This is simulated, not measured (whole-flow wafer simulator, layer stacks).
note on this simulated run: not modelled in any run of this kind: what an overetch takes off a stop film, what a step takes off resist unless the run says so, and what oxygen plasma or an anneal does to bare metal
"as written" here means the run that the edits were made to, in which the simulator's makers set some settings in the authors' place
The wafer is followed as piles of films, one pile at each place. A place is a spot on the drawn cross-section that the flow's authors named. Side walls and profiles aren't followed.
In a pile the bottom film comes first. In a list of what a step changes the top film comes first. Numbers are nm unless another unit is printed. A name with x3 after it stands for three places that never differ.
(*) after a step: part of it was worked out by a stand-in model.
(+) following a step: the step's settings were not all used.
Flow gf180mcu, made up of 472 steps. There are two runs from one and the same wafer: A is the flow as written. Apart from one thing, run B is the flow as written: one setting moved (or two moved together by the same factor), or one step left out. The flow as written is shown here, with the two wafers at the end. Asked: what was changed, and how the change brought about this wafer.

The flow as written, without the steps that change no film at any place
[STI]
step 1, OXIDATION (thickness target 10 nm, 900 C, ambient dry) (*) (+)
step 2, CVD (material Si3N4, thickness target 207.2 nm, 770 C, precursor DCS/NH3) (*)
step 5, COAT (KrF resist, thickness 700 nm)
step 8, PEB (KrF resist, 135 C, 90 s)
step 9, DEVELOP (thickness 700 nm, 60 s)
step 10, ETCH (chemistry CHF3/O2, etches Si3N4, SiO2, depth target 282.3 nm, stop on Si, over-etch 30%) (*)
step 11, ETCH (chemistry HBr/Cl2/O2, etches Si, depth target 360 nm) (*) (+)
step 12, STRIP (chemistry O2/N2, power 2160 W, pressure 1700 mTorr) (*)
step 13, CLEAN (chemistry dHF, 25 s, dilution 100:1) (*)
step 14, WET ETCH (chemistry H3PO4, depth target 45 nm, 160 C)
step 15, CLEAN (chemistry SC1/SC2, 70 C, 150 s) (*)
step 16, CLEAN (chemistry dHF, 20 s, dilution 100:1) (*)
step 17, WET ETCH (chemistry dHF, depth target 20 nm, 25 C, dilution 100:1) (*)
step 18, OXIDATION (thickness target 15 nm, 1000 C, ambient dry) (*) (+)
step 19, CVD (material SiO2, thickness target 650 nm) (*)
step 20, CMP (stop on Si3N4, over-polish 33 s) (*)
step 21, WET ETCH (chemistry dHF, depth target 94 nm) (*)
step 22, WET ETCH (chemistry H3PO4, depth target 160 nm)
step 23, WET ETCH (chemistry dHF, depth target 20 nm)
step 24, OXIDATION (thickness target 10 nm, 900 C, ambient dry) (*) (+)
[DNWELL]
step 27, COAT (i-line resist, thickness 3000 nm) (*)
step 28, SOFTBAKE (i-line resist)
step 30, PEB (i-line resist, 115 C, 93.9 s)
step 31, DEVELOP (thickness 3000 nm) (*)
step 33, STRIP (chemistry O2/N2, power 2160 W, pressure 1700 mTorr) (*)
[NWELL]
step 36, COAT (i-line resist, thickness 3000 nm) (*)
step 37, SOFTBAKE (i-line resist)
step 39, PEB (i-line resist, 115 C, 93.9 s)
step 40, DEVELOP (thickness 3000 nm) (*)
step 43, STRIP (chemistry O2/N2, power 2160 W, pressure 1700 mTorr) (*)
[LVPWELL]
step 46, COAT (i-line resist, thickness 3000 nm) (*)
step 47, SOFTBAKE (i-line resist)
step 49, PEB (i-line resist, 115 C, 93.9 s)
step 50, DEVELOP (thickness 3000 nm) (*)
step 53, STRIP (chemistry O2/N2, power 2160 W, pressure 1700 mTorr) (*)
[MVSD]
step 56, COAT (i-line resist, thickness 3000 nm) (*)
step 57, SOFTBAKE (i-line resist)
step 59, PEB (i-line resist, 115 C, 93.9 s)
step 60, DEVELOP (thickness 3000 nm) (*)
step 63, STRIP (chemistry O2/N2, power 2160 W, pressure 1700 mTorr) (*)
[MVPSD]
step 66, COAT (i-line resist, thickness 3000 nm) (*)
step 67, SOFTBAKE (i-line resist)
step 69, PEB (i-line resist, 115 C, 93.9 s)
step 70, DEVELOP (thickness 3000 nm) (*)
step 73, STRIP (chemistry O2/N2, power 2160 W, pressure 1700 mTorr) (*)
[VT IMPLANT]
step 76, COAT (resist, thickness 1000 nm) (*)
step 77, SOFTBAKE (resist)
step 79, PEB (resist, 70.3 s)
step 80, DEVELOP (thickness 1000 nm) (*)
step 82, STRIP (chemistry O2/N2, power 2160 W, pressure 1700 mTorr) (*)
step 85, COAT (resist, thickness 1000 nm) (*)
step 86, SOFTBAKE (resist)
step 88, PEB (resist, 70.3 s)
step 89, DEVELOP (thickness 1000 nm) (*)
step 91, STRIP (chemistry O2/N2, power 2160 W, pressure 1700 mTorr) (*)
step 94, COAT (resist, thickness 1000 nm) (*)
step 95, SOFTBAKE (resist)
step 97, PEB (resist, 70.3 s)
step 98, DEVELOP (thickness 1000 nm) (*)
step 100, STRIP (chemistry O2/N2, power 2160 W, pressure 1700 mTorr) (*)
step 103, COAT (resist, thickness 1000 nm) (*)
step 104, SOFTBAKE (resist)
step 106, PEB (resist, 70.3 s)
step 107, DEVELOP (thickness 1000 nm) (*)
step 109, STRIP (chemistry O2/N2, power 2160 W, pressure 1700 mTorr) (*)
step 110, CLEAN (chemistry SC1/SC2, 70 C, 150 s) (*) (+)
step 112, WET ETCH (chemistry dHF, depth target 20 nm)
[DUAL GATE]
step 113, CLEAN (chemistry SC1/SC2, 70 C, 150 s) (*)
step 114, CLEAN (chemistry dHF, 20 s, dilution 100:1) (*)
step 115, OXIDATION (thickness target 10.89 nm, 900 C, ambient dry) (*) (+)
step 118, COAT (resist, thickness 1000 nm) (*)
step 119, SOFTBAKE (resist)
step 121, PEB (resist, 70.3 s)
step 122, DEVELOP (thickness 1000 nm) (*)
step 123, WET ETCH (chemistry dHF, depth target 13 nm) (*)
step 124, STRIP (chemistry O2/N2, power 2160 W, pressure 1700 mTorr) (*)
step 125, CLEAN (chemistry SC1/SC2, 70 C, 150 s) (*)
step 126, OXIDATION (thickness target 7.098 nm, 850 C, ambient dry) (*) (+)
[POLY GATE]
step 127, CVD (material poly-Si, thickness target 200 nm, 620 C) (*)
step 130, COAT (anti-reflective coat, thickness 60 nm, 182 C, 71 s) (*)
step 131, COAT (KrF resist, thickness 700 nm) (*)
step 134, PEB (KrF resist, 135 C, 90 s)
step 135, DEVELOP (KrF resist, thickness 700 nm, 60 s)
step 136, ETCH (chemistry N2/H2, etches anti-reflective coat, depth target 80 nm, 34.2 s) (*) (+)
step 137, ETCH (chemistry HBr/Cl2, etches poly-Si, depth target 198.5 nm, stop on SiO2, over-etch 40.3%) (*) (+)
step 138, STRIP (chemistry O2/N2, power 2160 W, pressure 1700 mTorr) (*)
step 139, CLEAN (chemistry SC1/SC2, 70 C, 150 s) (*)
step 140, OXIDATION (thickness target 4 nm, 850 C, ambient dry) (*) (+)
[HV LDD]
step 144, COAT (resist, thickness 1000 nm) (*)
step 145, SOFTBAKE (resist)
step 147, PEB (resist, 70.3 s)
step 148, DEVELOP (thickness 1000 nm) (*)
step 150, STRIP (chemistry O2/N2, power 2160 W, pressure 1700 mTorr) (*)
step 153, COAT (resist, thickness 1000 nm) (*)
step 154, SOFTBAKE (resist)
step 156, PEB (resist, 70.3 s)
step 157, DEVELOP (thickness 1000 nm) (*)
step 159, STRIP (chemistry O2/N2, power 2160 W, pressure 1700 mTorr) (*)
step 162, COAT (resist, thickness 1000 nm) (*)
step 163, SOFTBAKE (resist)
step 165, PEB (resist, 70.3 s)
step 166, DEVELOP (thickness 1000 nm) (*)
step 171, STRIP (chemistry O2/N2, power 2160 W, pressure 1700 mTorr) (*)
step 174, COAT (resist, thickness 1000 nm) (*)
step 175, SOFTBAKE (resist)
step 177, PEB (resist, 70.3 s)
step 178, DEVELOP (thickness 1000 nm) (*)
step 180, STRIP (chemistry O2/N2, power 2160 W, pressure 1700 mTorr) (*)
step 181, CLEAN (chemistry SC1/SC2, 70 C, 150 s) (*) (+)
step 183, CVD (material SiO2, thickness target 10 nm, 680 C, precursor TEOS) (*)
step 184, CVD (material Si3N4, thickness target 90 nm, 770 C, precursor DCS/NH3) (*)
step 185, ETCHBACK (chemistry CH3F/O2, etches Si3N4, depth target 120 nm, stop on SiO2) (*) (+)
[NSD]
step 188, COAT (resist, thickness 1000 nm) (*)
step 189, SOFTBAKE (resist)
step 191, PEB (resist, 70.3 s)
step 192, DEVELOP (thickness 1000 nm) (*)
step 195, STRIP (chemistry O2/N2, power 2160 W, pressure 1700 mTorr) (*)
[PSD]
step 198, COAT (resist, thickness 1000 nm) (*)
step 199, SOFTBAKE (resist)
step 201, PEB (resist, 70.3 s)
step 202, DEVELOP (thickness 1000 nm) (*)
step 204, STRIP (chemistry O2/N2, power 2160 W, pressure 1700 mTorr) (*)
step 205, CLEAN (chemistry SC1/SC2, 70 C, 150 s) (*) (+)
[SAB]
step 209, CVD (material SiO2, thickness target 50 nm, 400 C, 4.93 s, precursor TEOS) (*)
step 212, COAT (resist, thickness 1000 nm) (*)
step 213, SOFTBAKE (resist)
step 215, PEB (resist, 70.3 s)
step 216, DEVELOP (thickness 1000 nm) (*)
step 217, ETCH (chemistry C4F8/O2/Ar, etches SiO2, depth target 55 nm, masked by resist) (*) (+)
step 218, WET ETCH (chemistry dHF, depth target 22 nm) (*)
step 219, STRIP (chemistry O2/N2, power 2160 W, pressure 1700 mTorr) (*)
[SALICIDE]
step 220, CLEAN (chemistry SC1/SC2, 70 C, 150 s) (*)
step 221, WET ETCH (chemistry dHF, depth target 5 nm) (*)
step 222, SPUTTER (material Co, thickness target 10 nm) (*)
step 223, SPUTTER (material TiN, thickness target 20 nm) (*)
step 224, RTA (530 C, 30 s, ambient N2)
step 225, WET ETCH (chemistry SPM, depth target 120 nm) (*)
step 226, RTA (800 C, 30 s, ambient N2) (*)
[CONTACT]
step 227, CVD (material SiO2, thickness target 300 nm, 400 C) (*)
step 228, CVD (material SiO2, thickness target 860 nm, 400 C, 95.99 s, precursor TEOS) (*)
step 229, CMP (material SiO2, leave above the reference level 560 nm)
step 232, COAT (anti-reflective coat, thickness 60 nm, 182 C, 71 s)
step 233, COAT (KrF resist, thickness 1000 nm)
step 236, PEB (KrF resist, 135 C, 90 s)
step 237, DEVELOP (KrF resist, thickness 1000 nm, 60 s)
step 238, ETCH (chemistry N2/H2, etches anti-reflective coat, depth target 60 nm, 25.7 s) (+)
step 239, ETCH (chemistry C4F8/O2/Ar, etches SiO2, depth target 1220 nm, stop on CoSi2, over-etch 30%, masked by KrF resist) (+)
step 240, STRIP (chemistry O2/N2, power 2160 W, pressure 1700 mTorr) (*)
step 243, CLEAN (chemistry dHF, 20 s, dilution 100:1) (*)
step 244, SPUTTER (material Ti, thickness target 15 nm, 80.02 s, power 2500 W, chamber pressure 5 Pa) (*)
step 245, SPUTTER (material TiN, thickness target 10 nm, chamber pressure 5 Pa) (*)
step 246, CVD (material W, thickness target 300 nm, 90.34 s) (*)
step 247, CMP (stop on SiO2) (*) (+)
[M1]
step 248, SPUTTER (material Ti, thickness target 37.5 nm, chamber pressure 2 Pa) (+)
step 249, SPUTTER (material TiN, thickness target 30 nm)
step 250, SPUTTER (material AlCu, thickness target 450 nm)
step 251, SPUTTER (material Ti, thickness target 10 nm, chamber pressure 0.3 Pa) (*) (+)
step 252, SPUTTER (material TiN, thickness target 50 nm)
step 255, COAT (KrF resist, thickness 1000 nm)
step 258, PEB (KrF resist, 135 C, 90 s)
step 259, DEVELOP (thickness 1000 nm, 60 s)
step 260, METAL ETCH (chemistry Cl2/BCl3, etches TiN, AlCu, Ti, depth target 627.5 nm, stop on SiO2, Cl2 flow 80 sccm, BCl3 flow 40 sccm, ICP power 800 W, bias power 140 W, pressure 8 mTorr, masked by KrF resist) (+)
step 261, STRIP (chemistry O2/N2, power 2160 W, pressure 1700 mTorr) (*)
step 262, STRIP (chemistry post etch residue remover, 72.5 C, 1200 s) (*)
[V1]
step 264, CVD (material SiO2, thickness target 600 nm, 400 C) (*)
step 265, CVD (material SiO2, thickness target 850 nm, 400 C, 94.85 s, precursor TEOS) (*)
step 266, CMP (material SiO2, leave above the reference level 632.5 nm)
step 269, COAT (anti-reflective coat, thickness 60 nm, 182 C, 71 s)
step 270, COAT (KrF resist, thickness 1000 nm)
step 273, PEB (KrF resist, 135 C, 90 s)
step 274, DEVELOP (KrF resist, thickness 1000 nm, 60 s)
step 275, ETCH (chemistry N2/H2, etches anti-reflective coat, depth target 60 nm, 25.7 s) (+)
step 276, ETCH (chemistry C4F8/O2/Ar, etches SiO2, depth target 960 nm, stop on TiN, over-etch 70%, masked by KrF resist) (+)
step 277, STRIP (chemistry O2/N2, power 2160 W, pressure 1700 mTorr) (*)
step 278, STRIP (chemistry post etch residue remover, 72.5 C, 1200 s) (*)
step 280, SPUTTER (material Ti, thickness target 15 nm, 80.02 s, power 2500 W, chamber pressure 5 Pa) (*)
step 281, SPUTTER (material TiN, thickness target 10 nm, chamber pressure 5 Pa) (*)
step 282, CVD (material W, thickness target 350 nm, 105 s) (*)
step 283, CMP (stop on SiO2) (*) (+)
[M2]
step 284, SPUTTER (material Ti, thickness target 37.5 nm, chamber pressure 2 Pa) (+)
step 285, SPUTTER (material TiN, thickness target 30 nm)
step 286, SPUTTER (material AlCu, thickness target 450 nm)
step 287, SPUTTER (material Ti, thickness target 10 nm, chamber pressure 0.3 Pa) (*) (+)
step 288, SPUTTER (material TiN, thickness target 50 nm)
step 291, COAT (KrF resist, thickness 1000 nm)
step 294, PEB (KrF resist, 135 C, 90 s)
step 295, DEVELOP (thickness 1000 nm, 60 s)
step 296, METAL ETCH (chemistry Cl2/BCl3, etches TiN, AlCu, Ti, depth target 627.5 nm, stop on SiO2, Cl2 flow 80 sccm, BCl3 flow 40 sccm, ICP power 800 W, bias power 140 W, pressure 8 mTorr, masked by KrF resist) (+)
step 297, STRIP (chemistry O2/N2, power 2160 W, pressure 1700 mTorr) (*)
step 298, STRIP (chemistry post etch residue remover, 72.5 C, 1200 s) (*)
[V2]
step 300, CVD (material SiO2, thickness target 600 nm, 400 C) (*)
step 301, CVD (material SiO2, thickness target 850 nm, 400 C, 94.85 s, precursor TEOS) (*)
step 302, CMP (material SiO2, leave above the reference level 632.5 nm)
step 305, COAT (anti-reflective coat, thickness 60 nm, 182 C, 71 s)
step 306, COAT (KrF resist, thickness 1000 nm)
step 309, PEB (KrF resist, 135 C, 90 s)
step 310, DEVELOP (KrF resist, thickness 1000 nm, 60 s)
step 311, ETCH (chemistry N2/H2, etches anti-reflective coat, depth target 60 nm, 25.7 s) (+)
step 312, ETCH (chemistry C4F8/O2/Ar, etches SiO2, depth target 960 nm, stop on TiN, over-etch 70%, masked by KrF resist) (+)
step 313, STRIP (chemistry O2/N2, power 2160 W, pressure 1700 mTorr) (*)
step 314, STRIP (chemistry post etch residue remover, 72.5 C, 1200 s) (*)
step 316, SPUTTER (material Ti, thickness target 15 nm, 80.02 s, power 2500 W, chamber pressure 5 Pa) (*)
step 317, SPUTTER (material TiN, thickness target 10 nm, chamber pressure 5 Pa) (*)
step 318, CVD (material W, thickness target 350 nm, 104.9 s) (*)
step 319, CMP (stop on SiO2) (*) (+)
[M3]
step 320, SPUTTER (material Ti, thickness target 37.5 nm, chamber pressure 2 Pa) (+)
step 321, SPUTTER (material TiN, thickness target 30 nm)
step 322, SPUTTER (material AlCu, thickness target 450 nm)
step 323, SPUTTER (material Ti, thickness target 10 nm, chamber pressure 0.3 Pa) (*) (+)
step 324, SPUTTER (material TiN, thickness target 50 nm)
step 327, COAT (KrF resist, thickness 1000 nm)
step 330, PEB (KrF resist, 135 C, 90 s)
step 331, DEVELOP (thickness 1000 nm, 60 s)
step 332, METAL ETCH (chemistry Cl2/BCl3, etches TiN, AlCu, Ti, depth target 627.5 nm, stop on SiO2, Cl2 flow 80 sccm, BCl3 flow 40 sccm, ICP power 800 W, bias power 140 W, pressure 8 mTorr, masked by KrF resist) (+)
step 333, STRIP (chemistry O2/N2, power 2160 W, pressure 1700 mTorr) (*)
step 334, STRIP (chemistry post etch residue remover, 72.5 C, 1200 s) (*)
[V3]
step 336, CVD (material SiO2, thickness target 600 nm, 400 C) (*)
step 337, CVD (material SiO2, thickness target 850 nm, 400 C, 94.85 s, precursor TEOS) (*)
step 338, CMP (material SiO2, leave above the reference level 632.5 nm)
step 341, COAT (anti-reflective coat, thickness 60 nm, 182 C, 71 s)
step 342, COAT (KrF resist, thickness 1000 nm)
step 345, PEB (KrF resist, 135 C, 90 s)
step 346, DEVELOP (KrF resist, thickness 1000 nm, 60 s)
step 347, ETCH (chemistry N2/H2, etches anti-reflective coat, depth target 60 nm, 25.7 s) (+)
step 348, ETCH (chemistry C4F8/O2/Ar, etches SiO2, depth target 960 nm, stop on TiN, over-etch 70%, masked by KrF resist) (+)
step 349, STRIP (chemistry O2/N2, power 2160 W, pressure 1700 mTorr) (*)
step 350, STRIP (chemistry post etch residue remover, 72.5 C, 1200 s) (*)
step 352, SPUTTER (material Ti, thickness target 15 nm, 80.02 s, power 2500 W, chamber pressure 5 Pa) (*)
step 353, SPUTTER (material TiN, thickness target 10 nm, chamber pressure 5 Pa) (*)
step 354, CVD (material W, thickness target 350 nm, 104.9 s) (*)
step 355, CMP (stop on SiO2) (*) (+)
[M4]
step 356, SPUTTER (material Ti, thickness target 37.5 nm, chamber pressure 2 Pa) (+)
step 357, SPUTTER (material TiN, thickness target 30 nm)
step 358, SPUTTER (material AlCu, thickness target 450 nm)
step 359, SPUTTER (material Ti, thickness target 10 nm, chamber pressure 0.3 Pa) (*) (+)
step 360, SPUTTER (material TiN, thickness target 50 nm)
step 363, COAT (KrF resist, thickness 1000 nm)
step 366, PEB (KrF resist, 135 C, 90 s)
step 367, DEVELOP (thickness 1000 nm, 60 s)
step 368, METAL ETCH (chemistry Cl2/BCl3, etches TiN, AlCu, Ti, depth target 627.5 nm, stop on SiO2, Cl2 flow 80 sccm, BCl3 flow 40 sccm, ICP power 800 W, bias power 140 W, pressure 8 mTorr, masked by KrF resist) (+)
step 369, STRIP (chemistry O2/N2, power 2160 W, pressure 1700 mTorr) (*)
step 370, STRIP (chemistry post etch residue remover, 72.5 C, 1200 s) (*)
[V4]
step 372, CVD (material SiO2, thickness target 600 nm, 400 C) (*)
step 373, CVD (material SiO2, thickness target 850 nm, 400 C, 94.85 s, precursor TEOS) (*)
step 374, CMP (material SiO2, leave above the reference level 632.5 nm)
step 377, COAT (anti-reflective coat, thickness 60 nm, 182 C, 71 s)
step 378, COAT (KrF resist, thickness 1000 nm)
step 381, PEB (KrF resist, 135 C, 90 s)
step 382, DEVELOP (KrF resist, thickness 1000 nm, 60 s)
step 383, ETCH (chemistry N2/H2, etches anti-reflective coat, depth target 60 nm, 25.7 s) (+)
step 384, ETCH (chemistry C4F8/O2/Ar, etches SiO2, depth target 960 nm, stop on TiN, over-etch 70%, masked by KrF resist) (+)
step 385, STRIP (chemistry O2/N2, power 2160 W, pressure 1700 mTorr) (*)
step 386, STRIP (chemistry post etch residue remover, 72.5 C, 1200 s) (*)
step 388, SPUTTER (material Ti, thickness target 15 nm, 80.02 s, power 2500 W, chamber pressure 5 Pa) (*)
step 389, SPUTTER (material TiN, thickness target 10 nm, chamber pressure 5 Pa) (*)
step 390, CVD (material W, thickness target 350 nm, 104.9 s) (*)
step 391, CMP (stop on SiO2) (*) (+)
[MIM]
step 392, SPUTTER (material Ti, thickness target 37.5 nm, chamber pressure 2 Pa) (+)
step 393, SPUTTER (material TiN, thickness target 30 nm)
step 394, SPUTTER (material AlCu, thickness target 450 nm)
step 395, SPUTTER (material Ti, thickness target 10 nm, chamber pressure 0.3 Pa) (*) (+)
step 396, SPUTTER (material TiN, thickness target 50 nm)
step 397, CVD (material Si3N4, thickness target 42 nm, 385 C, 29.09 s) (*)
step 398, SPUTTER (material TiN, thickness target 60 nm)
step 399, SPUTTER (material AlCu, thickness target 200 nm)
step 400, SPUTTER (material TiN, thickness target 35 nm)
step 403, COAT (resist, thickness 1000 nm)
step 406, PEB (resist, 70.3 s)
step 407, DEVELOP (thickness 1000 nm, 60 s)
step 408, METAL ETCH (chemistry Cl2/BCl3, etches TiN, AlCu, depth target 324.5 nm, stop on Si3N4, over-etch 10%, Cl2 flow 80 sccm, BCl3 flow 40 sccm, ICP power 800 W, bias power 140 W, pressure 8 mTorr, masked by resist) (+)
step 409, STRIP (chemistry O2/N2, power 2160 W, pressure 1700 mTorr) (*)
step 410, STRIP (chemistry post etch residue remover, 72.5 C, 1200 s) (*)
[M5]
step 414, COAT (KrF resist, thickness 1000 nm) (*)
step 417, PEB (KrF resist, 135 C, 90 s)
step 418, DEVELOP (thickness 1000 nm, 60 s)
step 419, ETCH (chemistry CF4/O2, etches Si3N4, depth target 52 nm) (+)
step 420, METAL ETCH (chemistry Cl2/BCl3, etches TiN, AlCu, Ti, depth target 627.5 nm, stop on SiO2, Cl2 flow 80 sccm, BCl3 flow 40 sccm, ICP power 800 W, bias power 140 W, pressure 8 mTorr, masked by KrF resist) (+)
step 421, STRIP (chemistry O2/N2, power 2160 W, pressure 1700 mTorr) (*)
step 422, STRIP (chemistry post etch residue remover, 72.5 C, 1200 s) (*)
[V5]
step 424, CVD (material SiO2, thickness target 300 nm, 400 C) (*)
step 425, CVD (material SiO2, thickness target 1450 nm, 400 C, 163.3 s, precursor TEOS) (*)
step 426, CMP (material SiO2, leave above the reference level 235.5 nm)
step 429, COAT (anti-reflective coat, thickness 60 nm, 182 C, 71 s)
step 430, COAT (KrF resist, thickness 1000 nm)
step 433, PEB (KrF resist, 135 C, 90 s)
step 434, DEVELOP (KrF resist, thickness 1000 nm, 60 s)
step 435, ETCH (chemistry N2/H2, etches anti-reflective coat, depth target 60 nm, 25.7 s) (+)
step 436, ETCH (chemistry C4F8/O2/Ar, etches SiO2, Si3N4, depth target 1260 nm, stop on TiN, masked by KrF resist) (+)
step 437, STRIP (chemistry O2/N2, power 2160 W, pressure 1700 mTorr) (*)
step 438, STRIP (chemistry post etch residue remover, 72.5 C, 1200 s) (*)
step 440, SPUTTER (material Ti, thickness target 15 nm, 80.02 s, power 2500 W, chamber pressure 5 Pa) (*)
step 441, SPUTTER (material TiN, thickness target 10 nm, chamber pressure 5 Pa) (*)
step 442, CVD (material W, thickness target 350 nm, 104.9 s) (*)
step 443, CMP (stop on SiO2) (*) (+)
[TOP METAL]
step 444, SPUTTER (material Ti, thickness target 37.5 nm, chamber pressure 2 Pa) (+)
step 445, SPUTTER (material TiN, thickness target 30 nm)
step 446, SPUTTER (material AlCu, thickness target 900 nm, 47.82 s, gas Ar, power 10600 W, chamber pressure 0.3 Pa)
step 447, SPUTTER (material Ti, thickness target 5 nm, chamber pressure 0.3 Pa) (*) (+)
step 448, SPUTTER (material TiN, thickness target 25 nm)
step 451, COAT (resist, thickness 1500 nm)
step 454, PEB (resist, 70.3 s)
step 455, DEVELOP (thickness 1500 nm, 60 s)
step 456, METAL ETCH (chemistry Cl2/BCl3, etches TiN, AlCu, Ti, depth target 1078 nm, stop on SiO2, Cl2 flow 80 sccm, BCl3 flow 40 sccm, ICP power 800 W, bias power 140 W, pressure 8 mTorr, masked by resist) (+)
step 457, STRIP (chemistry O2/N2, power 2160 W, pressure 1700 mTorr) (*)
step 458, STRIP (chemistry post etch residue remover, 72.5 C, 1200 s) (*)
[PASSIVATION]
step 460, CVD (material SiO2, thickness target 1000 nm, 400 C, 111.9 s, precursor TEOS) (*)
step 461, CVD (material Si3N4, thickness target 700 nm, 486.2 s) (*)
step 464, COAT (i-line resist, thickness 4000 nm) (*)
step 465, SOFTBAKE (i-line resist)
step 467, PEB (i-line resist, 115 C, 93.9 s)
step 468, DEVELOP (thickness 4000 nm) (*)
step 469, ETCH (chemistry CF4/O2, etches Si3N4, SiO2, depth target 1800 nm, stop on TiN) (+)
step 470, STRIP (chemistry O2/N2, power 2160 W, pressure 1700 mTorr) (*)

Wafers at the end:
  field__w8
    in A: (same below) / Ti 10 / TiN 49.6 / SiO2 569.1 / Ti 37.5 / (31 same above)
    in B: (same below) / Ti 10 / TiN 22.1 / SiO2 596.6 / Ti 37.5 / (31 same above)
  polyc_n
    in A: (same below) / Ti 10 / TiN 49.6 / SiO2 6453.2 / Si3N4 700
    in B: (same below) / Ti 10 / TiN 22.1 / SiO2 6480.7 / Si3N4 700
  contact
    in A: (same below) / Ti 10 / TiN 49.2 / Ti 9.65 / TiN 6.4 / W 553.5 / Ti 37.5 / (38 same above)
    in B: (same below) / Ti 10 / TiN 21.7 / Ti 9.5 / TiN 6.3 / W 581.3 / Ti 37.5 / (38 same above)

Cause: step 252, SPUTTER: thickness target 22.5 nm was run, though the flow has thickness target 50 nm.

The path from the change to this, step by step:
  step 252, SPUTTER (material TiN, thickness target 50 nm)
      field, field__w1, field__w2 and 108 more: A +50 TiN (new film) | B +22.5 TiN (new film)
  step 260, METAL ETCH (chemistry Cl2/BCl3, etches TiN, AlCu, Ti, depth target 627.5 nm, stop on SiO2, Cl2 flow 80 sccm, BCl3 flow 40 sccm, ICP power 800 W, bias power 140 W, pressure 8 mTorr, masked by KrF resist) (+)
      field, field__w1, field__w2 and 99 more: A -50 TiN (all of it), -10 Ti (all of it), -450 AlCu (all of it), -30 TiN (all of it), -37.5 Ti (all of it) | B -22.5 TiN (all of it), -10 Ti (all of it), -450 AlCu (all of it), -30 TiN (all of it), -37.5 Ti (all of it)
  step 266, CMP (material SiO2, leave above the reference level 632.5 nm)
      field__w8, contact, m1 and 6 more: A -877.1 SiO2 | B -849.6 SiO2
  step 276, ETCH (chemistry C4F8/O2/Ar, etches SiO2, depth target 960 nm, stop on TiN, over-etch 70%, masked by KrF resist) (+)
      contact: A -572.5 SiO2 (all of it) | B -600 SiO2 (all of it)
  step 282, CVD (material W, thickness target 350 nm, 105 s) (*)
      contact: A +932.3 W (new film) | B +960 W (new film)
